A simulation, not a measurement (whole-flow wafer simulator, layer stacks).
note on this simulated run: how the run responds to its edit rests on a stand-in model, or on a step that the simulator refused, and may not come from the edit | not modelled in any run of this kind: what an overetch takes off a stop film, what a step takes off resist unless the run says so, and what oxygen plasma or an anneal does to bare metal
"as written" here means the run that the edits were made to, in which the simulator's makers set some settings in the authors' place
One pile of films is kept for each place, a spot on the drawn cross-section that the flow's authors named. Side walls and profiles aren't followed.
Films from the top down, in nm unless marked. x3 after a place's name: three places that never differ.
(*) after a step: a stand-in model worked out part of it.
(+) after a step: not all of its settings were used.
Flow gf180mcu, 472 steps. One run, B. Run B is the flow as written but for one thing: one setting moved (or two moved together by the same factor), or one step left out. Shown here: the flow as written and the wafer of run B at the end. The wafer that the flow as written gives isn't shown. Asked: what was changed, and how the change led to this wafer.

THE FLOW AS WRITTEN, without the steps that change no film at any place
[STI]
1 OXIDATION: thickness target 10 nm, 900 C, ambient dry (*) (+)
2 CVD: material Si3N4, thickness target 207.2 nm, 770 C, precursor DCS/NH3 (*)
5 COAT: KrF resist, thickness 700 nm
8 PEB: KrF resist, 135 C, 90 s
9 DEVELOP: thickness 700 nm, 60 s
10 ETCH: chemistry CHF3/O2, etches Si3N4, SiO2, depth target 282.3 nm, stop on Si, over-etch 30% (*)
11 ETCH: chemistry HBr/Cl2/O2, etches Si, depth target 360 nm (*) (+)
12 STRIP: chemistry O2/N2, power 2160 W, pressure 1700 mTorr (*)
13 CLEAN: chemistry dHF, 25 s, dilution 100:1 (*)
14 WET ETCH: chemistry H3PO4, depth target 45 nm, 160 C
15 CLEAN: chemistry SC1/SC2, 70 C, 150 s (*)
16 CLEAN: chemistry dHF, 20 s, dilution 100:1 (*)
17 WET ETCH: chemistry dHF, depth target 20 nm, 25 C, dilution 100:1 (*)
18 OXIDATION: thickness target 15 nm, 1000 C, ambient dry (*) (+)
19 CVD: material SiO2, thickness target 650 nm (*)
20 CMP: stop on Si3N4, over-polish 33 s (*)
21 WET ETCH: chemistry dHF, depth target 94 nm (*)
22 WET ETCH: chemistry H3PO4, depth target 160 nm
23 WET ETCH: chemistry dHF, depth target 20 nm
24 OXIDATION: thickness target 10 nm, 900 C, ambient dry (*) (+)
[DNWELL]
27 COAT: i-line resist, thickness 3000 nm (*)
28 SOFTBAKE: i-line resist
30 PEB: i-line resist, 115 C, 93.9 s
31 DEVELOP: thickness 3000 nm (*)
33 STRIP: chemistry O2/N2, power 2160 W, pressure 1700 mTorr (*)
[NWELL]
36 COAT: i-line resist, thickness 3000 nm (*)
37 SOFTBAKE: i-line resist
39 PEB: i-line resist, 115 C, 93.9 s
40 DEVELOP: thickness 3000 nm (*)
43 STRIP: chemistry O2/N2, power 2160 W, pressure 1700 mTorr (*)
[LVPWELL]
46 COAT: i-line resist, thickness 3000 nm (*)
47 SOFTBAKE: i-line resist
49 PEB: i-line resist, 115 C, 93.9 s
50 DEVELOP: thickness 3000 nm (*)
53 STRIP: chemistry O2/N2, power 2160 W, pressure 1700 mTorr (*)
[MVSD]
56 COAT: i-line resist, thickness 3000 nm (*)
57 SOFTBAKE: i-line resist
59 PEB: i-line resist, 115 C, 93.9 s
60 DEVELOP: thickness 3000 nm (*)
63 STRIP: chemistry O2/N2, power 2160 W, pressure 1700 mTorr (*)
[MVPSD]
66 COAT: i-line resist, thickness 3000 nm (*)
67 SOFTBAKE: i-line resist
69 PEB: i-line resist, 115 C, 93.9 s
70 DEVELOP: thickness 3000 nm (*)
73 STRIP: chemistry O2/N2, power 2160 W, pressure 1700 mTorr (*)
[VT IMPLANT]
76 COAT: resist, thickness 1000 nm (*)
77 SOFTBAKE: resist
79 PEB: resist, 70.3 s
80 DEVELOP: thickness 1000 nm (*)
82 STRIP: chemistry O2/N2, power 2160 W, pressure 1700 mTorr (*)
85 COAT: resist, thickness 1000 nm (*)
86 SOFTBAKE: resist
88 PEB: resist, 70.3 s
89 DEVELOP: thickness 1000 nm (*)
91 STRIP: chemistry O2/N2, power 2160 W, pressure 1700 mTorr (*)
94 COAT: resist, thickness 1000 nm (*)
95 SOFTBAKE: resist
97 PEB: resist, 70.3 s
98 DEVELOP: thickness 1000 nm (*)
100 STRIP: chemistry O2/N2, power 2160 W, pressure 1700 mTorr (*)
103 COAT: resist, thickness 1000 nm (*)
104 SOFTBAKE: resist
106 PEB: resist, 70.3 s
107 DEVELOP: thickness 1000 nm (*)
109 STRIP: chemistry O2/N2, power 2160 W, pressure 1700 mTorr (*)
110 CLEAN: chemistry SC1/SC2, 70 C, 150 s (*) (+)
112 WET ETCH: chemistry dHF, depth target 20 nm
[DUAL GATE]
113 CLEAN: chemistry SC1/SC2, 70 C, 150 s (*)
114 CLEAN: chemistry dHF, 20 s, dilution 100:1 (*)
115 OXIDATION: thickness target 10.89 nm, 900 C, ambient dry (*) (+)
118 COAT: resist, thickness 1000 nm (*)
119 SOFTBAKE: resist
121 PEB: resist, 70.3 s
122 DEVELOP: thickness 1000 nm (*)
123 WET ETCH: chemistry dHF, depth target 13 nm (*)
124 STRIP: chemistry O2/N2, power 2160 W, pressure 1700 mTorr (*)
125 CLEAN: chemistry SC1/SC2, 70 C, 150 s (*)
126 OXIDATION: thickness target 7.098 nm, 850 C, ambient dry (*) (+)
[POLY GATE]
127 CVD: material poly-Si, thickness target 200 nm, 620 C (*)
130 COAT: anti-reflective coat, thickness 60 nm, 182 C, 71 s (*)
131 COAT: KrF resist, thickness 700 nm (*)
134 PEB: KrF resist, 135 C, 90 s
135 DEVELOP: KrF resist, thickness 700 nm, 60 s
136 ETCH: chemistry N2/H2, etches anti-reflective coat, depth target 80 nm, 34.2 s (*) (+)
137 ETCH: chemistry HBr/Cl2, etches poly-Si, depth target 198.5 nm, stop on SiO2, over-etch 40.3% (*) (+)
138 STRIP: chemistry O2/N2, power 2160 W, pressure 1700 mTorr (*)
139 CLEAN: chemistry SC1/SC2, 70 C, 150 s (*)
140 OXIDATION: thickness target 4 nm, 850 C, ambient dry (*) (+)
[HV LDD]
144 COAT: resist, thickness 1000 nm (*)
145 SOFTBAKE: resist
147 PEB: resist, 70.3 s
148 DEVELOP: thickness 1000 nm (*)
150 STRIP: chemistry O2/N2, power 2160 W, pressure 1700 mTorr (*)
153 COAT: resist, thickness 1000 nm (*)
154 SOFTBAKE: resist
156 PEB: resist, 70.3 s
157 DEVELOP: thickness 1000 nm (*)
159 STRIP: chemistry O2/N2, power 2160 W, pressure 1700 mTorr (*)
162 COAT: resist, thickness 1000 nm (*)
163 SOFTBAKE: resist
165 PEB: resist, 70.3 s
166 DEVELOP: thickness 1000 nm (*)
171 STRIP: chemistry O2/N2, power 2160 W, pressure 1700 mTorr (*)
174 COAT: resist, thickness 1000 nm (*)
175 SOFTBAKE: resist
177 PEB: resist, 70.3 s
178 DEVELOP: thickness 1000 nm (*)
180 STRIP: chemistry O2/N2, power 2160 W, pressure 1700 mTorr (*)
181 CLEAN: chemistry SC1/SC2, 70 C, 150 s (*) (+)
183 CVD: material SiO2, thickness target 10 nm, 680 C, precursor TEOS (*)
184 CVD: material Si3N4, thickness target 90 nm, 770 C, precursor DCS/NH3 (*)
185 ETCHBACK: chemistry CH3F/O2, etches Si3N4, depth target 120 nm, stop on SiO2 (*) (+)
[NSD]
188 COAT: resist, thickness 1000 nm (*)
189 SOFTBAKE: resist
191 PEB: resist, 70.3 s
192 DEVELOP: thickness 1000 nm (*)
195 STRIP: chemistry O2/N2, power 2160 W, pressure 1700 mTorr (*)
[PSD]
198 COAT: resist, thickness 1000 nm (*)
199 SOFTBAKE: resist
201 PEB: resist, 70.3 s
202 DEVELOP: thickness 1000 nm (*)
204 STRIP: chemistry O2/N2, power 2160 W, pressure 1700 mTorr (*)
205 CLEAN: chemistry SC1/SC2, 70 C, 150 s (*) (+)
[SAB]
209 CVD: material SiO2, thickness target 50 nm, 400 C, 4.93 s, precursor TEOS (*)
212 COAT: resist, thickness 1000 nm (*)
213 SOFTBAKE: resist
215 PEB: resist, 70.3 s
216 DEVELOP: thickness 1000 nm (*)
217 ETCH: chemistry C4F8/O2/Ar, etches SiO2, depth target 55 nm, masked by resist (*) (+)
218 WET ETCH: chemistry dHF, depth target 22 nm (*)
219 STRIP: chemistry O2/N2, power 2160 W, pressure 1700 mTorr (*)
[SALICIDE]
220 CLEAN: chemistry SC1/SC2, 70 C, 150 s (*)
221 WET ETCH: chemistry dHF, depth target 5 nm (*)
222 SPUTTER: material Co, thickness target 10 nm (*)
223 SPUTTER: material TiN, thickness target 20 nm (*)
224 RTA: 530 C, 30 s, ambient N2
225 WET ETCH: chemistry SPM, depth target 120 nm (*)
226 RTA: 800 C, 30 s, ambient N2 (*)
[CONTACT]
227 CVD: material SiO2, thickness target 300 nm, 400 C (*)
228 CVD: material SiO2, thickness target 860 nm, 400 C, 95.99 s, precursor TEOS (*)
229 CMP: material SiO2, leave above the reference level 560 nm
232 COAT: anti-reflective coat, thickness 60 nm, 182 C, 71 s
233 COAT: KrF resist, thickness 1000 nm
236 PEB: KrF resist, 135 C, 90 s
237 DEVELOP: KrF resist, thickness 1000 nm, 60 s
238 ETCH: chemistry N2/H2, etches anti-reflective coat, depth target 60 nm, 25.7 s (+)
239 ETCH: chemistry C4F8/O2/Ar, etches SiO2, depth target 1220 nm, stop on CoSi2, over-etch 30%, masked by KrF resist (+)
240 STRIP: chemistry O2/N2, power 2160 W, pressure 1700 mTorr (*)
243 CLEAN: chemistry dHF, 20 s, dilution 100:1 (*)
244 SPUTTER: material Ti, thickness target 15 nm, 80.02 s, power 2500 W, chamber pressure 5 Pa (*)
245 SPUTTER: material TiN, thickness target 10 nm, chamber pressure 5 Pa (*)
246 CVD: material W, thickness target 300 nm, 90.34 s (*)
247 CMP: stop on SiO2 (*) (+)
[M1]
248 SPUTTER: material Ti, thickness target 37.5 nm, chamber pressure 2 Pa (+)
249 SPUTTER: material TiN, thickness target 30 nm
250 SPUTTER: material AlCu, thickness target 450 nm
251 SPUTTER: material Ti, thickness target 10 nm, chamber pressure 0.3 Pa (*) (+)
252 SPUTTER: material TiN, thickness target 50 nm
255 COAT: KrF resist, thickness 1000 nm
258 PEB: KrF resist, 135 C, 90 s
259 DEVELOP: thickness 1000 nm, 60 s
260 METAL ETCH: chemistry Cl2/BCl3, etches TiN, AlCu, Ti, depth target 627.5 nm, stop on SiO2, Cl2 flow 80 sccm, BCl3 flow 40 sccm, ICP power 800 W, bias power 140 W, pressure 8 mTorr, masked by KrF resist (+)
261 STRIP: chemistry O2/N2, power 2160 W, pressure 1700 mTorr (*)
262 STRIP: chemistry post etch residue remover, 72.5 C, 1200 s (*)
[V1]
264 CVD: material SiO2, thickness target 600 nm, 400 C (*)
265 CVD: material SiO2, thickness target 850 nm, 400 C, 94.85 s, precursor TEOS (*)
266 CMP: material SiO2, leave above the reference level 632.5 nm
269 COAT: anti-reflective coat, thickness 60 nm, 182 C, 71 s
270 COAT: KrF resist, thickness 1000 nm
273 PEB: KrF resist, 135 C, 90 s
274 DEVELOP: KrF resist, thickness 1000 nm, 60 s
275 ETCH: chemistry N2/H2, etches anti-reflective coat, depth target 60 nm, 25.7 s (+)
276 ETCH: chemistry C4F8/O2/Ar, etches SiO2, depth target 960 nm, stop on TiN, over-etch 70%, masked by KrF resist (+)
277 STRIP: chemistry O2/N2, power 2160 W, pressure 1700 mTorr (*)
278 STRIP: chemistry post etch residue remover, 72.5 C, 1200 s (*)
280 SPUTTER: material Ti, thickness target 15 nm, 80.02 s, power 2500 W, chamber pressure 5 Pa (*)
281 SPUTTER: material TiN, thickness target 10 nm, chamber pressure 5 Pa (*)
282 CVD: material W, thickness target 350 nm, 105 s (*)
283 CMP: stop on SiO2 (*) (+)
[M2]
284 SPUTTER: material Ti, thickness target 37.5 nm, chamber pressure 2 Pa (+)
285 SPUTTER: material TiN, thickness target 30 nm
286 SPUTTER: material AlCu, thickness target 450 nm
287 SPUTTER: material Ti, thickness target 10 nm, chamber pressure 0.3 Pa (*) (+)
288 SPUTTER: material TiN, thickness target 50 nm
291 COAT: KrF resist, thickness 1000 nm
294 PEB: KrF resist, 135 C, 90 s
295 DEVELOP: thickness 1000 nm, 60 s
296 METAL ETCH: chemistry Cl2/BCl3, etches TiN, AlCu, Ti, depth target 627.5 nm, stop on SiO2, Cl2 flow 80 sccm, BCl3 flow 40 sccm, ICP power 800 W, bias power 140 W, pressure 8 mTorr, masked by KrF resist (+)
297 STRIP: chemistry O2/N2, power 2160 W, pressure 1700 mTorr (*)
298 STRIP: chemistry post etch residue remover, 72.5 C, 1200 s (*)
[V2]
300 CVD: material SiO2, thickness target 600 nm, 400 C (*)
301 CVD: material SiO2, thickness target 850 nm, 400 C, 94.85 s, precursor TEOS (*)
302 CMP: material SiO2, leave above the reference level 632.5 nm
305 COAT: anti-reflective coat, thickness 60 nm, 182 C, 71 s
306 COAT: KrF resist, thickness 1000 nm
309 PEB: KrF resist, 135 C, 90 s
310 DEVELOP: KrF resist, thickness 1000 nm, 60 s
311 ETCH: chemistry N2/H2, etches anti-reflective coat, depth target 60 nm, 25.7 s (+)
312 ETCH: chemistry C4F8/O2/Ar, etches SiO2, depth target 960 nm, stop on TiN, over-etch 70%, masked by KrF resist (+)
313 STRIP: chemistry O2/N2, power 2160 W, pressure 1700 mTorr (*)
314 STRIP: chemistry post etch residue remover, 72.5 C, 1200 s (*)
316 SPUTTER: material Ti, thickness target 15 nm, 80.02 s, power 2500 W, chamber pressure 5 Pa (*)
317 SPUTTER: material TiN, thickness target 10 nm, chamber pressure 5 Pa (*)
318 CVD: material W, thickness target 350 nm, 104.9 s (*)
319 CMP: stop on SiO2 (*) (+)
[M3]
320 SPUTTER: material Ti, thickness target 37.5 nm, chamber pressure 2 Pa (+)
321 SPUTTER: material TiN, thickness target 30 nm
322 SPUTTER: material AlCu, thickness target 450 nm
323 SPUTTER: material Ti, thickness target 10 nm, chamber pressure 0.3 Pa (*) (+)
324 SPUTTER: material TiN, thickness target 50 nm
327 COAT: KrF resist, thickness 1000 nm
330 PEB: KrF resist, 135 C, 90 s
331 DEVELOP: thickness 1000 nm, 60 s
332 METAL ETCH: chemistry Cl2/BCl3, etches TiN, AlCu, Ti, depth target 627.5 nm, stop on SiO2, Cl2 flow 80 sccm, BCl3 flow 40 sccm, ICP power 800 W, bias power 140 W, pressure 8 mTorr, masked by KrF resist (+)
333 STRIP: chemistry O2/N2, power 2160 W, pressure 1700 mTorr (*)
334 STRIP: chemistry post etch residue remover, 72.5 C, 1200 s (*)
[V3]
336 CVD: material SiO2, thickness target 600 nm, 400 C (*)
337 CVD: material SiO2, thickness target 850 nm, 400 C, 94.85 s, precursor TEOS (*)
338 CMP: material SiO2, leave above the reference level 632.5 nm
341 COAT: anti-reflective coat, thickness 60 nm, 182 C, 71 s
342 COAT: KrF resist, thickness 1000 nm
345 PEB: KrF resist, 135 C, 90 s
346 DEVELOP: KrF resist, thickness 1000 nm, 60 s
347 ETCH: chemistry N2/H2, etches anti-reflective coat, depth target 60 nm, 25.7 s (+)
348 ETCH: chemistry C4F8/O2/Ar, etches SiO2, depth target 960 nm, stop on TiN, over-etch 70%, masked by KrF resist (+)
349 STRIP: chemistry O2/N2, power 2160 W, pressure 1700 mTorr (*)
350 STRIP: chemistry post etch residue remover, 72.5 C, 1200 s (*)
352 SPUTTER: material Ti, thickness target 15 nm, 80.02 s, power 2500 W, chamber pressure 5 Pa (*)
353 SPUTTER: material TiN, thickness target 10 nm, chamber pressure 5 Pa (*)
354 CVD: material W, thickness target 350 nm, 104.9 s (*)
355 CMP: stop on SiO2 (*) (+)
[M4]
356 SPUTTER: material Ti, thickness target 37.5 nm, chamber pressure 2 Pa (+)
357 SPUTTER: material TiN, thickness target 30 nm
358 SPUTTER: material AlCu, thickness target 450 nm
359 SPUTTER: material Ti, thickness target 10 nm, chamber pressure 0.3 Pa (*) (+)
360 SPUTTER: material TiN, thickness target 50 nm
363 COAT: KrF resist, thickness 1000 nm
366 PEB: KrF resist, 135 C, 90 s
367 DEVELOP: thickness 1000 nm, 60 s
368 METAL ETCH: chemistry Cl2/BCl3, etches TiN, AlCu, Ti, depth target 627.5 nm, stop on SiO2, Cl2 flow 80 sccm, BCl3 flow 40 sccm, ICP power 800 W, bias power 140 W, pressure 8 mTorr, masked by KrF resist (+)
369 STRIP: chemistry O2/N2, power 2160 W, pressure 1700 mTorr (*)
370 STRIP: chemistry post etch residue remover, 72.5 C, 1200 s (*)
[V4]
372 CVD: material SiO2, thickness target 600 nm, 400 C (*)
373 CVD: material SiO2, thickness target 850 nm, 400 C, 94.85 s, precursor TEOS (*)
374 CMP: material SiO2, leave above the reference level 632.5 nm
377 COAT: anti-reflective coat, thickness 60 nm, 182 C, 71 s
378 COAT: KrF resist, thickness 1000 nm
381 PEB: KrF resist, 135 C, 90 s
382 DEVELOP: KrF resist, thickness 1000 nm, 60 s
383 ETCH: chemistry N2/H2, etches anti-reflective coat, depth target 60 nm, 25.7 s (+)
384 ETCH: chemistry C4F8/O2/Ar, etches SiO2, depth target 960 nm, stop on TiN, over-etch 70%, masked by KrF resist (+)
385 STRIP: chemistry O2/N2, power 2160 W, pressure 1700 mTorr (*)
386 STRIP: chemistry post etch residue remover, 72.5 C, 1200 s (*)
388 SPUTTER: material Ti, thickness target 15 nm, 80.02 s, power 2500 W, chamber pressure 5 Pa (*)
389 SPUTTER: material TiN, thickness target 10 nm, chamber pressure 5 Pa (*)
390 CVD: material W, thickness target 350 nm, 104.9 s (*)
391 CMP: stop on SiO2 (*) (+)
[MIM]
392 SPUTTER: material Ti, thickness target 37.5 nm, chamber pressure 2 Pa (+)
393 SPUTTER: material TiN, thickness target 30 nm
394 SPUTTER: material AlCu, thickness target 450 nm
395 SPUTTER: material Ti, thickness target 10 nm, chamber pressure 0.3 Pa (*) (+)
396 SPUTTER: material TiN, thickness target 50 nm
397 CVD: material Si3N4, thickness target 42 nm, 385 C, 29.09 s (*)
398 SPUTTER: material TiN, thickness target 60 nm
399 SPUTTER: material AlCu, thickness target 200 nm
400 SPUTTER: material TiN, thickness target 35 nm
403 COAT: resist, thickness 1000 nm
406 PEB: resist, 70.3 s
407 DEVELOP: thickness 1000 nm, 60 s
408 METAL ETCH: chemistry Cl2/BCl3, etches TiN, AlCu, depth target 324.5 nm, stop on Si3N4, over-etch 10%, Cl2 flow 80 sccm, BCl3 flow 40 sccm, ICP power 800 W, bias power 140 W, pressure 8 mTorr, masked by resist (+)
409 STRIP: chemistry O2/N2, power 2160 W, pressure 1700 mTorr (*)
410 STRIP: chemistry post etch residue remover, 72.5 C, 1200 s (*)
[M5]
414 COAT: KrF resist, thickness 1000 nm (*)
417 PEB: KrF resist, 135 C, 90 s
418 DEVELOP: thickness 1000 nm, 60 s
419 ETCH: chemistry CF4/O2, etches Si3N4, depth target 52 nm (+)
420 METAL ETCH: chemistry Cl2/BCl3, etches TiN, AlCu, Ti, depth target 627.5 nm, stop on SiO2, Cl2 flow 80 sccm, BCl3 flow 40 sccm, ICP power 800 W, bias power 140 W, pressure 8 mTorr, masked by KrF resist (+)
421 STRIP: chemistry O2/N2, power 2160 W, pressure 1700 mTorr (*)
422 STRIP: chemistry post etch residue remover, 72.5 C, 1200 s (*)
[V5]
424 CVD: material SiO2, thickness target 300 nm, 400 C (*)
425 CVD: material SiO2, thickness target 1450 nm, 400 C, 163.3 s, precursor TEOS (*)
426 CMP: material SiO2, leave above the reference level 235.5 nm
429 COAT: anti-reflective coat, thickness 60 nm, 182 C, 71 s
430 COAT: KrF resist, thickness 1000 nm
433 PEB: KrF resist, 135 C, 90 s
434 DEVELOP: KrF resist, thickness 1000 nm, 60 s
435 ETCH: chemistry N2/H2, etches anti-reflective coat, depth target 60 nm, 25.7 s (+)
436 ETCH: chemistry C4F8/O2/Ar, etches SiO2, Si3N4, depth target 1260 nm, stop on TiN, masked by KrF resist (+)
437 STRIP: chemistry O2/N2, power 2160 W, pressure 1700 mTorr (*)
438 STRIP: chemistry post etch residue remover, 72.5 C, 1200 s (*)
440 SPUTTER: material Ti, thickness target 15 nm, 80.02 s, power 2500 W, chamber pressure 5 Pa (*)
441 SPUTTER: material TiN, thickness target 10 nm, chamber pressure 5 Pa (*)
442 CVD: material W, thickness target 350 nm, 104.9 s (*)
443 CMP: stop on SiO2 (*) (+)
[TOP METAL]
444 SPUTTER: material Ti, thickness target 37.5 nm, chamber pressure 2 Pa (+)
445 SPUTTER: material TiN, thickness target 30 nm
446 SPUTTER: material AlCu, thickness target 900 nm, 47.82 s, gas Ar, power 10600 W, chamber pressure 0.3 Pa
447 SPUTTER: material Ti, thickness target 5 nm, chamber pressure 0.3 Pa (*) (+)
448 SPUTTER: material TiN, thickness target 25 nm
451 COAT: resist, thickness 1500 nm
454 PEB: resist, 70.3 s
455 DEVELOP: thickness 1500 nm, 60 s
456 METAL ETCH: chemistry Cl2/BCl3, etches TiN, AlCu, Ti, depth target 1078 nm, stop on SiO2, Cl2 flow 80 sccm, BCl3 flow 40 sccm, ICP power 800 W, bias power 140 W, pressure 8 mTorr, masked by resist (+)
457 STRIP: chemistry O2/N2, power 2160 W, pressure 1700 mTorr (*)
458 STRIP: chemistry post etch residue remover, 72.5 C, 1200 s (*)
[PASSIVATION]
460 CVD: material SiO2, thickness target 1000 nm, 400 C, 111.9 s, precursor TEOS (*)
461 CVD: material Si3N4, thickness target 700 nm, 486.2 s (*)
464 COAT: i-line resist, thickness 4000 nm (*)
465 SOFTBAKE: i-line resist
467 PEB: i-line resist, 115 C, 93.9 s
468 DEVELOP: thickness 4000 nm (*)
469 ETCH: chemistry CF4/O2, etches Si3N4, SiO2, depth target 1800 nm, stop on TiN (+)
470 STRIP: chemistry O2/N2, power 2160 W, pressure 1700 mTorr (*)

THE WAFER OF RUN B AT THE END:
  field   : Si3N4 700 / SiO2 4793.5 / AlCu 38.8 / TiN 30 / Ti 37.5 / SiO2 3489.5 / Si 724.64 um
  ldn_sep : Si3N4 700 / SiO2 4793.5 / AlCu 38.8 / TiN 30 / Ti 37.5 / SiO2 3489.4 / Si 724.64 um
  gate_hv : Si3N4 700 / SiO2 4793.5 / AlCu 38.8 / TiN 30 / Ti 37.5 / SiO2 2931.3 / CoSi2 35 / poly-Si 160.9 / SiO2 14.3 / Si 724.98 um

The cause: step 322, SPUTTER: thickness target 612 nm was run, where the flow has thickness target 450 nm.

How the change led to this, step by step:
  322 SPUTTER: material AlCu, thickness target 450 nm
      field, field__w1, field__w2 and 108 more: AlCu +612 (new film) (as written it would be: AlCu +450 (new film))
  332 METAL ETCH: chemistry Cl2/BCl3, etches TiN, AlCu, Ti, depth target 627.5 nm, stop on SiO2, Cl2 flow 80 sccm, BCl3 flow 40 sccm, ICP power 800 W, bias power 140 W, pressure 8 mTorr, masked by KrF resist (+)
      field, field__w1, field__w2 and 103 more: TiN -50 (all of it), Ti -10 (all of it), AlCu -567.5 (as written it would be: TiN -50 (all of it), Ti -10 (all of it), AlCu -450 (all of it), TiN -30 (all of it), Ti -37.5 (all of it))
  334 STRIP: chemistry post etch residue remover, 72.5 C, 1200 s (*)
      field, field__w1, field__w2 and 103 more: AlCu -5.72 (as written it would be: nothing)
  336 CVD: material SiO2, thickness target 600 nm, 400 C (*)
      field, field__w1, field__w2 and 103 more: SiO2 +600 (new film) (as written it would be: SiO2 +600)
  338 CMP: material SiO2, leave above the reference level 632.5 nm
      field, field__w1, field__w2 and 103 more: SiO2 -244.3 (as written it would be: SiO2 -300)
Counting metal films that touch as one body, field has 1 body; the flow as written gives 0 bodies.
Counting metal films that touch as one body, ldn_sep has 1 body; the flow as written gives 0 bodies.
Counting metal films that touch as one body, gate_hv has 2 bodies (between them, from the top down: SiO2 2931.3); the flow as written gives 1 body.
